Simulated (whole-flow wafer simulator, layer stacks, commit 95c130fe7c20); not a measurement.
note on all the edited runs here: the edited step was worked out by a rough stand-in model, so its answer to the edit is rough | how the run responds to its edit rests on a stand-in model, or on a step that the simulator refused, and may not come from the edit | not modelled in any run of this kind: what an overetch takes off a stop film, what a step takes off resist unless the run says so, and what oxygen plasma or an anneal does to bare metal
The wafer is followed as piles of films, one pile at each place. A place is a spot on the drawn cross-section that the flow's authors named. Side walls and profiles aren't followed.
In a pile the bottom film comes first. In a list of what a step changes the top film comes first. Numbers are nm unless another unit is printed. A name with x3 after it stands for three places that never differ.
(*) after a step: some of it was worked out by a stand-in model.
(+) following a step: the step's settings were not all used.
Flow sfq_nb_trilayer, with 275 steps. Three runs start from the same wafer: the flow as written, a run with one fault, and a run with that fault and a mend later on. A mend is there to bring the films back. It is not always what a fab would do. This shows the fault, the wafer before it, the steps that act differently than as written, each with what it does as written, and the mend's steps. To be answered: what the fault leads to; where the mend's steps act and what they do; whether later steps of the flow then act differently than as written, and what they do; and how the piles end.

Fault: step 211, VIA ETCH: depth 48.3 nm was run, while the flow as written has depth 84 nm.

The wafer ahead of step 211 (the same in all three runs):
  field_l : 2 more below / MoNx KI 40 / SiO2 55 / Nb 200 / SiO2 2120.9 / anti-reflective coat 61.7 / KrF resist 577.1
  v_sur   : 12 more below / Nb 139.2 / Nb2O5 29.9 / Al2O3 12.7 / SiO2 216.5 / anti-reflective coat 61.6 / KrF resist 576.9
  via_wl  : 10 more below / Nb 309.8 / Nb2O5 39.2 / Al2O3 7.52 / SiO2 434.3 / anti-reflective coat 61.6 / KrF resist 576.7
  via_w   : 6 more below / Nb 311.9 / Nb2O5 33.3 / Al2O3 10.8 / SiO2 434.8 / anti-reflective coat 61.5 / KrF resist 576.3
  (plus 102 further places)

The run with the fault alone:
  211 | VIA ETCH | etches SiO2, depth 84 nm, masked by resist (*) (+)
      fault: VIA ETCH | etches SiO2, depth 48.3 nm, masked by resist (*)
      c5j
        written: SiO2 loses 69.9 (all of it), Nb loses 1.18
        fault: SiO2 loses 48.3
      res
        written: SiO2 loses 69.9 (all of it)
        fault: SiO2 loses 48.3
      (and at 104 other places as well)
  Steps later in the flow that act otherwise than as written (5 more steps, not shown, differ only slightly: by at most 2% or 0.5 nm, whichever is larger):
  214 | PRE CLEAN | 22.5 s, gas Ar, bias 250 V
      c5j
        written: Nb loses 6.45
        fault: SiO2 loses 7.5
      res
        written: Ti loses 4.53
        fault: SiO2 loses 7.5
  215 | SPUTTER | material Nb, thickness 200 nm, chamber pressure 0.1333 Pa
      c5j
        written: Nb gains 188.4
        fault: Nb gains 194.7 (new film)
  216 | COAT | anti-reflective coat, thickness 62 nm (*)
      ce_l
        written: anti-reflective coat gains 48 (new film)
        fault: anti-reflective coat gains 53.6 (new film)
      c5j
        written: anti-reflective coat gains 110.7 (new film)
        fault: anti-reflective coat gains 95 (new film)
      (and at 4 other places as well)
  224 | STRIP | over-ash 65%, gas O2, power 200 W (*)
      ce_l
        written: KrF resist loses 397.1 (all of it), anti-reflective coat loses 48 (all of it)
        fault: KrF resist loses 393.7 (all of it), anti-reflective coat loses 53.6 (all of it)
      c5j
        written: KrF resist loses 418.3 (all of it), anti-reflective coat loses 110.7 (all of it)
        fault: KrF resist loses 408.6 (all of it), anti-reflective coat loses 95 (all of it)
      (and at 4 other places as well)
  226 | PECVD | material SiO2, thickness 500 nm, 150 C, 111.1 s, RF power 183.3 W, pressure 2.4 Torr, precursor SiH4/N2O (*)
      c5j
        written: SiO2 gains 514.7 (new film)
        fault: SiO2 gains 500 (new film)
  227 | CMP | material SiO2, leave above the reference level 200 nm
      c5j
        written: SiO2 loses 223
        fault: SiO2 loses 236.3
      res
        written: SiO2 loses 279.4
        fault: SiO2 loses 301.6
  The piles end different from the flow's at c5j, res by more than 2% or 0.5 nm, whichever is larger.
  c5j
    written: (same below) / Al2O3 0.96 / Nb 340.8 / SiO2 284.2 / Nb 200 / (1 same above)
    fault: (same below) / Al2O3 0.96 / Nb 160 / SiO2 14.1 / Nb 194.7 / SiO2 256.2 / Nb 200 / (1 same above)
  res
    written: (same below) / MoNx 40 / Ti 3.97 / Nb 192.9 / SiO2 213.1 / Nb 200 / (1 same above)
    fault: (same below) / MoNx 40 / Ti 8.5 / SiO2 14.1 / Nb 196.5 / SiO2 190.9 / Nb 200 / (1 same above)

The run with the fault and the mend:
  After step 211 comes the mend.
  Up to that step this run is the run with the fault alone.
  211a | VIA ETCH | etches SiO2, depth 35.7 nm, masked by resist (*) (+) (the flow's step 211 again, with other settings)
      field_l, v_sur, via_wl and 101 more
        KrF resist loses 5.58
      c5j
        SiO2 loses 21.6 (all of it), Nb loses 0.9
      res
        SiO2 loses 21.6 (all of it)
  Later steps of the flow that are run all act as written at every place that is followed, up to a difference of at most 2% or 0.5 nm, whichever is larger.
  At the end the piles are close to the flow's at the places that both follow, differing by at most 2% or 0.5 nm, whichever is larger.
